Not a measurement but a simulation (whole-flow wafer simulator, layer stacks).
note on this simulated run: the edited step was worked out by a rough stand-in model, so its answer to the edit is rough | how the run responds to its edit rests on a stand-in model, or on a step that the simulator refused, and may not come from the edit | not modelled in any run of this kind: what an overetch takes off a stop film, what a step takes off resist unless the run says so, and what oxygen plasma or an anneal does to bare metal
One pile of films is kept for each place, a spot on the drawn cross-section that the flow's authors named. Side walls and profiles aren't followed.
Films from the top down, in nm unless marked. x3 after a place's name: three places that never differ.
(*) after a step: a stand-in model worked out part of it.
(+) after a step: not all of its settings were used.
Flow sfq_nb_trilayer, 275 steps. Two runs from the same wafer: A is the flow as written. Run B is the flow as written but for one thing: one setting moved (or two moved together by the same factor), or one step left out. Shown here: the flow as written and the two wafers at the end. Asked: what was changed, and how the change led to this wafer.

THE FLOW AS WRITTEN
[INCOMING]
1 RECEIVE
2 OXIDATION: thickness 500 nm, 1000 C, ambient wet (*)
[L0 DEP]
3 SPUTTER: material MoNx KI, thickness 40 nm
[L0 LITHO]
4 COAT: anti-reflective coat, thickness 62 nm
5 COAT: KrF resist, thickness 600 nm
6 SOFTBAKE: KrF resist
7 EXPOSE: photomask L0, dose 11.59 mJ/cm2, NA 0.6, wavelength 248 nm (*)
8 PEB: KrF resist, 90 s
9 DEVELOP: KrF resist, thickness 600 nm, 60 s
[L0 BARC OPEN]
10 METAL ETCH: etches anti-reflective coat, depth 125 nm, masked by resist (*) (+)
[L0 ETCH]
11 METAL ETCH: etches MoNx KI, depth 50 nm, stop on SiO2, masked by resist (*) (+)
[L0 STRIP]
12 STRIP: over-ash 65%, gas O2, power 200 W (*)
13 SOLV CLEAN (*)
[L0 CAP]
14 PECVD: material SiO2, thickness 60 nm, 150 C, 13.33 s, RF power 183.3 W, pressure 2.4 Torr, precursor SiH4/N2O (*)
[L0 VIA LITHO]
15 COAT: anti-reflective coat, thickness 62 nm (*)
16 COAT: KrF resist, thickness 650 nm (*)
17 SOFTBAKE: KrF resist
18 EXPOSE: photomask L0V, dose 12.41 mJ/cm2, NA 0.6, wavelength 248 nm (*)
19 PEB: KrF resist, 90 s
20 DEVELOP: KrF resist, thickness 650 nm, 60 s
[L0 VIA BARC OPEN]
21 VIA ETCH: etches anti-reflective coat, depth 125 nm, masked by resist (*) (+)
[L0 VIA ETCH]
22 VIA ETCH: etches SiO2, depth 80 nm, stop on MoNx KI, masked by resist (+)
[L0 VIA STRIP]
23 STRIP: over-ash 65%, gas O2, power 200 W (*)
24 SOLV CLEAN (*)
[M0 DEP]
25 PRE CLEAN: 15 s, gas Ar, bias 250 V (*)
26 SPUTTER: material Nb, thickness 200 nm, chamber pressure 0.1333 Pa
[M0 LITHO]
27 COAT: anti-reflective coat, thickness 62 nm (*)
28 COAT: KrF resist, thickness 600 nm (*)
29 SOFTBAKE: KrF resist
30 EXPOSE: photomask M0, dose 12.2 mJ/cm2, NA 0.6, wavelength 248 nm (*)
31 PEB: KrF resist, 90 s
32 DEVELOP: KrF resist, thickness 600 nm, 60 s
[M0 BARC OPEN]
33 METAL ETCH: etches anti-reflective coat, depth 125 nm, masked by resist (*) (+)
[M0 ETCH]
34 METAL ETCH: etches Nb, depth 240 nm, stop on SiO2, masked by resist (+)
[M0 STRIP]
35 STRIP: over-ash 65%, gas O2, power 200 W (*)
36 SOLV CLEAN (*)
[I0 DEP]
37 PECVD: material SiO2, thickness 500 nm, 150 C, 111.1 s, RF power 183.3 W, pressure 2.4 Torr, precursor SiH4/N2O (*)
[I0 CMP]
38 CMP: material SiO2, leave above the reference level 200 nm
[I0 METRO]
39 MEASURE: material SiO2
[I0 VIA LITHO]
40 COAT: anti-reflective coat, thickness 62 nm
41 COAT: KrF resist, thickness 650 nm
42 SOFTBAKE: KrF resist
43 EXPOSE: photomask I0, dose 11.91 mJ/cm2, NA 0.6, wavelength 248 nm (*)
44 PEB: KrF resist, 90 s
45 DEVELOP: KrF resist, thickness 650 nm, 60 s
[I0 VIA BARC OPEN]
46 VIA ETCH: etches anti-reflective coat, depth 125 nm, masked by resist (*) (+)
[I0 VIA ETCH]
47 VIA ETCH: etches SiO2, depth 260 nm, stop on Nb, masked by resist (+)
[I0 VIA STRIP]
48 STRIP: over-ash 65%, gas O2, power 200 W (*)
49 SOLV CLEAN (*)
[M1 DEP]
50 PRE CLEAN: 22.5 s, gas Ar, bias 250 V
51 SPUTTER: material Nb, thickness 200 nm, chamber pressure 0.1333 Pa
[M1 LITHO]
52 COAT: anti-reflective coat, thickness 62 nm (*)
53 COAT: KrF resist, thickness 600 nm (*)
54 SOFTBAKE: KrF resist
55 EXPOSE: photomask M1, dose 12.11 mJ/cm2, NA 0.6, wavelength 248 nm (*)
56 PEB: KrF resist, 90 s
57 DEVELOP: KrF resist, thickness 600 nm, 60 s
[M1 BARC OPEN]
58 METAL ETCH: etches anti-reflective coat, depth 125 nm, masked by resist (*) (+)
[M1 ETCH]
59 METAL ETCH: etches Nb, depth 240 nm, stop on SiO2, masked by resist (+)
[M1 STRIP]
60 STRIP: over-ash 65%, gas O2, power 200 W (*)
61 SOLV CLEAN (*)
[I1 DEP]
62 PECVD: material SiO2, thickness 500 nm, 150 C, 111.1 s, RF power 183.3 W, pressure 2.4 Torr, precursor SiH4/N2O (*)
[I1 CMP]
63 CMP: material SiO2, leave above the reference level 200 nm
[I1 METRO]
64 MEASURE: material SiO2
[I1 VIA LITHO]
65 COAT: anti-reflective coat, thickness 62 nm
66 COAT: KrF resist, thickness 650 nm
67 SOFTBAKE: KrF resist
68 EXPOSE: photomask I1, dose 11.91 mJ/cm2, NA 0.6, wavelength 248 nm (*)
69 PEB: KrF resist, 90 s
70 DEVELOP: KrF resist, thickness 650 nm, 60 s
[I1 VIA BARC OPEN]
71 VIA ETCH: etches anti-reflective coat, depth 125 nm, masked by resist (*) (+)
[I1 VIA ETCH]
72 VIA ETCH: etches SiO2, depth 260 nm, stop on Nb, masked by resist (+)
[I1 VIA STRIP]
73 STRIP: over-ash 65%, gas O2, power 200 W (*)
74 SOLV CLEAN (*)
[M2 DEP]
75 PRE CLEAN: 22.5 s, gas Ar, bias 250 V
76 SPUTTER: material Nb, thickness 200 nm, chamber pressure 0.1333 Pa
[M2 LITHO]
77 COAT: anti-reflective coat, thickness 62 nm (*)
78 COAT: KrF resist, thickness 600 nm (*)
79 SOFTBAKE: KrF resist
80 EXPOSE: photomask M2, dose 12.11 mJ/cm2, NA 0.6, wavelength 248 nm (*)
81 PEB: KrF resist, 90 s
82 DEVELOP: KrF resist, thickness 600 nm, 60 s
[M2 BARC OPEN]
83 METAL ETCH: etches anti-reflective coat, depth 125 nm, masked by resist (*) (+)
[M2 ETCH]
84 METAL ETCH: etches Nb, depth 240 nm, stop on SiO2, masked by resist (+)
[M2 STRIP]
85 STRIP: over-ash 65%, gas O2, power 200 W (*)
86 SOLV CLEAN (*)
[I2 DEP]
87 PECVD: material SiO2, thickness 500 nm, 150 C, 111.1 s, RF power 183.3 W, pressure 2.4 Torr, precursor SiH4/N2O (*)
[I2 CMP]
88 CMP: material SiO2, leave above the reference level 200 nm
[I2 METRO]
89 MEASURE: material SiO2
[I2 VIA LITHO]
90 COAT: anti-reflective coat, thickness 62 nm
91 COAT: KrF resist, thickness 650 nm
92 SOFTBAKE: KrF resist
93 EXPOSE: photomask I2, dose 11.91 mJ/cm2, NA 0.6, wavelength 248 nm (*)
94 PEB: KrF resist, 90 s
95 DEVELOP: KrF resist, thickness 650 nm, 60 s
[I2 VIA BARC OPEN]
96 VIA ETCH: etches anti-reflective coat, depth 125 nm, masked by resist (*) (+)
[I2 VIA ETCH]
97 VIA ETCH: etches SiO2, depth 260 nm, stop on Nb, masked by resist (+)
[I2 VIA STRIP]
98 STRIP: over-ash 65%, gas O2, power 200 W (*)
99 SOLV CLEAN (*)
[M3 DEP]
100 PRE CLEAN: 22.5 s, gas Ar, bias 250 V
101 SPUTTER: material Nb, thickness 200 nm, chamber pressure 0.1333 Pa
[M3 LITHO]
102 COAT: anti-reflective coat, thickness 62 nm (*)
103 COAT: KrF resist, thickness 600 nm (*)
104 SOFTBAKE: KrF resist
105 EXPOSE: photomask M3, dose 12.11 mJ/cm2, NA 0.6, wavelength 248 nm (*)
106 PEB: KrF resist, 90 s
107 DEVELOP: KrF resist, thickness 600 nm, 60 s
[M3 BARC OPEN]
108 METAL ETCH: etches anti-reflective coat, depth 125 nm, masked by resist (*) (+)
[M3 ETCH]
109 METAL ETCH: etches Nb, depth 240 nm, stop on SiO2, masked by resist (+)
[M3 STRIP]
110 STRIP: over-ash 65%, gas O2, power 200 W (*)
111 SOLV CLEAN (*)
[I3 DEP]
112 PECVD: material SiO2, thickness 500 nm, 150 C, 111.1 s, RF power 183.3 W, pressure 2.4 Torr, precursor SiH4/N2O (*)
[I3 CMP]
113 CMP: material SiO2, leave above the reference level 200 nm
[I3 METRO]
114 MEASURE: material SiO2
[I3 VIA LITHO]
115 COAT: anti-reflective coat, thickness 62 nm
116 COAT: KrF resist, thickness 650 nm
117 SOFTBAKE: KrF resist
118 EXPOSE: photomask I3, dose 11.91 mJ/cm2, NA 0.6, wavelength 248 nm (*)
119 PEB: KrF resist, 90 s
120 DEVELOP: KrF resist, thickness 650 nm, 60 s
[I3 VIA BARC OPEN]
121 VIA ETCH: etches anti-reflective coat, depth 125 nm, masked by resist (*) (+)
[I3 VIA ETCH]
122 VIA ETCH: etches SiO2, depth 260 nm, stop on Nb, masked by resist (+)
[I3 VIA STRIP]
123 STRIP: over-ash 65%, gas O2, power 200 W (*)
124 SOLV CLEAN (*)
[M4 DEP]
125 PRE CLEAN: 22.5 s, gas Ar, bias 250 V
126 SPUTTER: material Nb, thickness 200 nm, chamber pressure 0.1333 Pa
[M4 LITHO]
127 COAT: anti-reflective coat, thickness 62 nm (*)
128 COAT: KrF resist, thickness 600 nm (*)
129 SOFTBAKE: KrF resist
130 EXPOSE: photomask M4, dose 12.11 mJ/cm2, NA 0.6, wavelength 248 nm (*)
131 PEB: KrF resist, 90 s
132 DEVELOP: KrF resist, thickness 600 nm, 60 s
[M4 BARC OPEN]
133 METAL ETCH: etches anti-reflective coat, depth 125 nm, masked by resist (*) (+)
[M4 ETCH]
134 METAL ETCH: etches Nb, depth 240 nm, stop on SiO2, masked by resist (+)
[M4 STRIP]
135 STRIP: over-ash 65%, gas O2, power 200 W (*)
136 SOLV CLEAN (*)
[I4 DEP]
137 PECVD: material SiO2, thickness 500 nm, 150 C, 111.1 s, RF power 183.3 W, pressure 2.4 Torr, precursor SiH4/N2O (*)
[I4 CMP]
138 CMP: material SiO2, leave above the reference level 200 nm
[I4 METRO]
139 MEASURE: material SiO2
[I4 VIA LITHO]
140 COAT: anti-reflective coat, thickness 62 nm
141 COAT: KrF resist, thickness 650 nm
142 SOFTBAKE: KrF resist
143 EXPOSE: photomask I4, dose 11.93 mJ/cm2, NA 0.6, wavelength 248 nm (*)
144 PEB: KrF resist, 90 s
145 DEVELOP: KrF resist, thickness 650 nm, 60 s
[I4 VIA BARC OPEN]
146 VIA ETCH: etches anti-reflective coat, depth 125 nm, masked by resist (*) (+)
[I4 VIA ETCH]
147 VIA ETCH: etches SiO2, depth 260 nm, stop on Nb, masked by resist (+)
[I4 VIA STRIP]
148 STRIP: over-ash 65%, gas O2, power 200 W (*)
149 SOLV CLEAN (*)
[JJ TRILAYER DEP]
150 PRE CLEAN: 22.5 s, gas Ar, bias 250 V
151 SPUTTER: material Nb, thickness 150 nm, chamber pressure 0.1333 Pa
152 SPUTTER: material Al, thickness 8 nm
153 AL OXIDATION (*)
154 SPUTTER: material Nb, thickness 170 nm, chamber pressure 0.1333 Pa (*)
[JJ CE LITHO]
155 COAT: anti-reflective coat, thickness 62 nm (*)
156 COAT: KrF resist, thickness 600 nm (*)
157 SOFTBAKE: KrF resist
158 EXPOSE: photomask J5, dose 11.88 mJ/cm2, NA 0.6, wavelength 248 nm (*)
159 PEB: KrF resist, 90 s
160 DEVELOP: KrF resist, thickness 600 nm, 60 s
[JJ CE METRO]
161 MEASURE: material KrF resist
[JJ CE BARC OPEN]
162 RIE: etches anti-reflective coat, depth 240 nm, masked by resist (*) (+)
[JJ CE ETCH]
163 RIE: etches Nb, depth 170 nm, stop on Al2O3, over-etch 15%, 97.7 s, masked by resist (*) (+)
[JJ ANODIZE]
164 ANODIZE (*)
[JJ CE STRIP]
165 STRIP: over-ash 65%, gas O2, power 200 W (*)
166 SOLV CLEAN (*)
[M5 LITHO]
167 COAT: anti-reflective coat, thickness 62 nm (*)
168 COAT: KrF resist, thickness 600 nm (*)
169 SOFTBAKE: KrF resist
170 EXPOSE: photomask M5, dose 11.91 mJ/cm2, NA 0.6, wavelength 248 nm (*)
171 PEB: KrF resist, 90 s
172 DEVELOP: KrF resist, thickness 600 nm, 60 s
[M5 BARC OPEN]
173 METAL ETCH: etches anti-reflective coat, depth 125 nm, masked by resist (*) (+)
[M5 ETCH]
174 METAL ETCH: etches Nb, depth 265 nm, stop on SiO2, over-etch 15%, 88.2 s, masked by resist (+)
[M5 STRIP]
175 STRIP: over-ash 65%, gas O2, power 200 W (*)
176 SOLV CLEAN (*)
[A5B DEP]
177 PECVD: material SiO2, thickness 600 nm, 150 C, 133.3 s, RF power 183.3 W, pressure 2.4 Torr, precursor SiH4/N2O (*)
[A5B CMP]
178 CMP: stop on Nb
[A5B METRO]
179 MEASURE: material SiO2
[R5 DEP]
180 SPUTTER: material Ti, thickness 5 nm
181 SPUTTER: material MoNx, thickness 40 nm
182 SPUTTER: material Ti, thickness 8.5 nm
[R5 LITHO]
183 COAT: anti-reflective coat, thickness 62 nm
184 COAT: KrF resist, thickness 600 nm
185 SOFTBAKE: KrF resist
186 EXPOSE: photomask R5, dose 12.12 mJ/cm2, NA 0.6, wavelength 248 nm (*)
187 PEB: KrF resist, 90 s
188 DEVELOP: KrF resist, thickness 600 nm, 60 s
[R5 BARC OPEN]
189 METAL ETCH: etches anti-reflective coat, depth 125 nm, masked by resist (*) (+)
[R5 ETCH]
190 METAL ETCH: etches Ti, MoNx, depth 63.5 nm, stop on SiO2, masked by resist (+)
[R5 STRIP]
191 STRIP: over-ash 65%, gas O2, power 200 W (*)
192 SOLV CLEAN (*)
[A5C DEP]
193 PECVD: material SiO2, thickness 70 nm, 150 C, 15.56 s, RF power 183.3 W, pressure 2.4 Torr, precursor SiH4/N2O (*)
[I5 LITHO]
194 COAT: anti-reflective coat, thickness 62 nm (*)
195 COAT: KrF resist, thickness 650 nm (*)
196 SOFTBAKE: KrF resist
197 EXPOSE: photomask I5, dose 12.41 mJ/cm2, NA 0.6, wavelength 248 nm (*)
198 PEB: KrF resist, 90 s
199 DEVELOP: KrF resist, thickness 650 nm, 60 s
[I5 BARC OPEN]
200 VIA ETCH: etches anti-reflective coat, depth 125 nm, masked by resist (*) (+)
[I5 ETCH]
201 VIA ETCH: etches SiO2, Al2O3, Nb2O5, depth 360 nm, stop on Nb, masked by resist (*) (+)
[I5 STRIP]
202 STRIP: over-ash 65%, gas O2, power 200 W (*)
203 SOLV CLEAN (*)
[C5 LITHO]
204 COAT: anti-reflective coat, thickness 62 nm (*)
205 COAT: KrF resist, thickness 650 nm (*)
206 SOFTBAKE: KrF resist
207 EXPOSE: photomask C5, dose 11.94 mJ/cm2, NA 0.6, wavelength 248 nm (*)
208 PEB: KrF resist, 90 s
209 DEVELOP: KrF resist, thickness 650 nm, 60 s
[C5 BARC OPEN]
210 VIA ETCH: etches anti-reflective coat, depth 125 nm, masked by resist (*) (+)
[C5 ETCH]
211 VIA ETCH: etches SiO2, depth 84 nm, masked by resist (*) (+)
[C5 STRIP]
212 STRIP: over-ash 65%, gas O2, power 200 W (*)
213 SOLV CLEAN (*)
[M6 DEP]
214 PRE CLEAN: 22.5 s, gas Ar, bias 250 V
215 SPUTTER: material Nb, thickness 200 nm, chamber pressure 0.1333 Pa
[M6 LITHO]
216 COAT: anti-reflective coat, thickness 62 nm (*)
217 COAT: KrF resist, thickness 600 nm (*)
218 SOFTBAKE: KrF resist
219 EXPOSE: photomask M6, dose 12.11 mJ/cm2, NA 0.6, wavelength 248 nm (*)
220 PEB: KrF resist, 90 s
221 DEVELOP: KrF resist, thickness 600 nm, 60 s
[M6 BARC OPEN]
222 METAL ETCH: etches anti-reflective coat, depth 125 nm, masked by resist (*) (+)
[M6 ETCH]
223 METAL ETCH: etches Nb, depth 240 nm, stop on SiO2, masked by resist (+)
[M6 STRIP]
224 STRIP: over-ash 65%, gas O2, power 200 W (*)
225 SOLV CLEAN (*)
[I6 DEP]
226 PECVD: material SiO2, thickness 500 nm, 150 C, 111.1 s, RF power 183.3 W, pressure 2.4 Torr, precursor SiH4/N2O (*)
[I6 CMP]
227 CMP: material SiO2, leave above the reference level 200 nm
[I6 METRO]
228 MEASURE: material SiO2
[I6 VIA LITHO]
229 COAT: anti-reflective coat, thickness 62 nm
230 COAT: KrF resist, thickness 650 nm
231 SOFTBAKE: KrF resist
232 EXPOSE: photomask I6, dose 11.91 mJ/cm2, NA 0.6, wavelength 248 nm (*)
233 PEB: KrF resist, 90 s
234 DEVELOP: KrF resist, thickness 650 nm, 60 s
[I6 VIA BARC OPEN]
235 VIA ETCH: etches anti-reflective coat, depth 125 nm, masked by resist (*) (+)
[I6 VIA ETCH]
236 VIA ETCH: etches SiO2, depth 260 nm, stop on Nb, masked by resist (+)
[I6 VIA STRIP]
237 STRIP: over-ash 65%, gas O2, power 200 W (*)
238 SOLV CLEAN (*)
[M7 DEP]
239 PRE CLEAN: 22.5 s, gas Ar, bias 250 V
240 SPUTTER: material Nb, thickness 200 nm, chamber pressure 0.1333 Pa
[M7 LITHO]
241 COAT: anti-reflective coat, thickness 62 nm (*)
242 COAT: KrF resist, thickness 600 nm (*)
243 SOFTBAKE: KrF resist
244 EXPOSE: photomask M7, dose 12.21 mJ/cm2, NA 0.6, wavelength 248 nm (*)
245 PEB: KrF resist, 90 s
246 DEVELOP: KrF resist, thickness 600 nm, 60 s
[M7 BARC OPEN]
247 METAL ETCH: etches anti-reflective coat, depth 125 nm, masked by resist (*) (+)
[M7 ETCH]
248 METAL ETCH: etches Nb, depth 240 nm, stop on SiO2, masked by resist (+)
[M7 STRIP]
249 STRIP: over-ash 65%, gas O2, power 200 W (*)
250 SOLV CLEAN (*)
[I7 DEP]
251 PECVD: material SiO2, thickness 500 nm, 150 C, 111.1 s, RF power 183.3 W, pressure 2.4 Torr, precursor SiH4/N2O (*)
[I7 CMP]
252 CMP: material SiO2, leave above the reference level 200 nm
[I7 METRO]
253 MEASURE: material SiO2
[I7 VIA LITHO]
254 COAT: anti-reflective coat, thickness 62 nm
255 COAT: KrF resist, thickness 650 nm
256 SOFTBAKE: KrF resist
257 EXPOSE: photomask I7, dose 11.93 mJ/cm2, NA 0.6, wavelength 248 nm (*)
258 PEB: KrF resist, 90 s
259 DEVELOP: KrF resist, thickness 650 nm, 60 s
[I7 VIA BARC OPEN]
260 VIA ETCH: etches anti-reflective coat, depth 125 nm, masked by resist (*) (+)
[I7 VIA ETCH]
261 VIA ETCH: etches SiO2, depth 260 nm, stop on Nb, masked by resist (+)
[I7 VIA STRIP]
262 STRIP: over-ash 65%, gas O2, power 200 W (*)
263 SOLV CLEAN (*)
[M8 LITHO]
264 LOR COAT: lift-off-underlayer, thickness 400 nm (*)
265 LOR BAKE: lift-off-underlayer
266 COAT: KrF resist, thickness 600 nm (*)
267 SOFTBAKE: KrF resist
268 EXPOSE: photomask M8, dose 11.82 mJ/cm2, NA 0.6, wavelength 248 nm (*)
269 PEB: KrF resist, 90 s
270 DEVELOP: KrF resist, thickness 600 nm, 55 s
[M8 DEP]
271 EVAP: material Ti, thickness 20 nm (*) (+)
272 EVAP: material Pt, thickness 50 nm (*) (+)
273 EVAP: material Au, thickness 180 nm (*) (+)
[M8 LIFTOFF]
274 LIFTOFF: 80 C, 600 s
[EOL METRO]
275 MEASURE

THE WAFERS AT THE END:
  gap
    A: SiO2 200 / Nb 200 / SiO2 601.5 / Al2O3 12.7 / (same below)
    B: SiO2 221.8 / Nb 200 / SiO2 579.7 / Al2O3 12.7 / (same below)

The cause: step 226, PECVD: thickness 412 nm was run, where the flow has thickness 500 nm; step 226, PECVD: 91.67 s was run, where the flow has 111.1 s.

How the change led to this, step by step:
  226 PECVD: material SiO2, thickness 500 nm, 150 C, 111.1 s, RF power 183.3 W, pressure 2.4 Torr, precursor SiH4/N2O (*)
      field_l, p4_fl, p4_fm and 62 more: A SiO2 +500 | B SiO2 +412
      v_sur, via_wl, via_w and 21 more: A SiO2 +500 (new film) | B SiO2 +412 (new film)
      (and at 17 more places)
  227 CMP: material SiO2, leave above the reference level 200 nm
      gap: A SiO2 -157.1 | B nothing
      field_l, p4_fl, p4_fm and 59 more: A SiO2 -100 | B SiO2 -12
      (and at 43 more places)
  229 COAT: anti-reflective coat, thickness 62 nm
      be_sur: A anti-reflective coat +62 (new film) | B anti-reflective coat +58.8 (new film)
      gap: A anti-reflective coat +62 (new film) | B anti-reflective coat +70.4 (new film)
      (and at 1 more place)
  237 STRIP: over-ash 65%, gas O2, power 200 W (*)
      be_sur: A KrF resist -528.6 (all of it), anti-reflective coat -62 (all of it) | B KrF resist -528.8 (all of it), anti-reflective coat -58.8 (all of it)
      gap: A KrF resist -528.6 (all of it), anti-reflective coat -62 (all of it) | B KrF resist -538.1 (all of it), anti-reflective coat -70.4 (all of it)
      (and at 1 more place)
  241 COAT: anti-reflective coat, thickness 62 nm (*)
      be_sur: A anti-reflective coat +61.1 (new film) | B anti-reflective coat +57.6 (new film)
      gap: A anti-reflective coat +61.4 (new film) | B anti-reflective coat +68.2 (new film)
      (and at 1 more place)
  249 STRIP: over-ash 65%, gas O2, power 200 W (*)
      be_sur: A KrF resist -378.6 (all of it), anti-reflective coat -61.1 (all of it) | B KrF resist -378.7 (all of it), anti-reflective coat -57.6 (all of it)
      gap: A KrF resist -380 (all of it), anti-reflective coat -61.4 (all of it) | B KrF resist -390.3 (all of it), anti-reflective coat -68.2 (all of it)
      (and at 1 more place)
  252 CMP: material SiO2, leave above the reference level 200 nm
      gap: A SiO2 -300 | B SiO2 -278.2
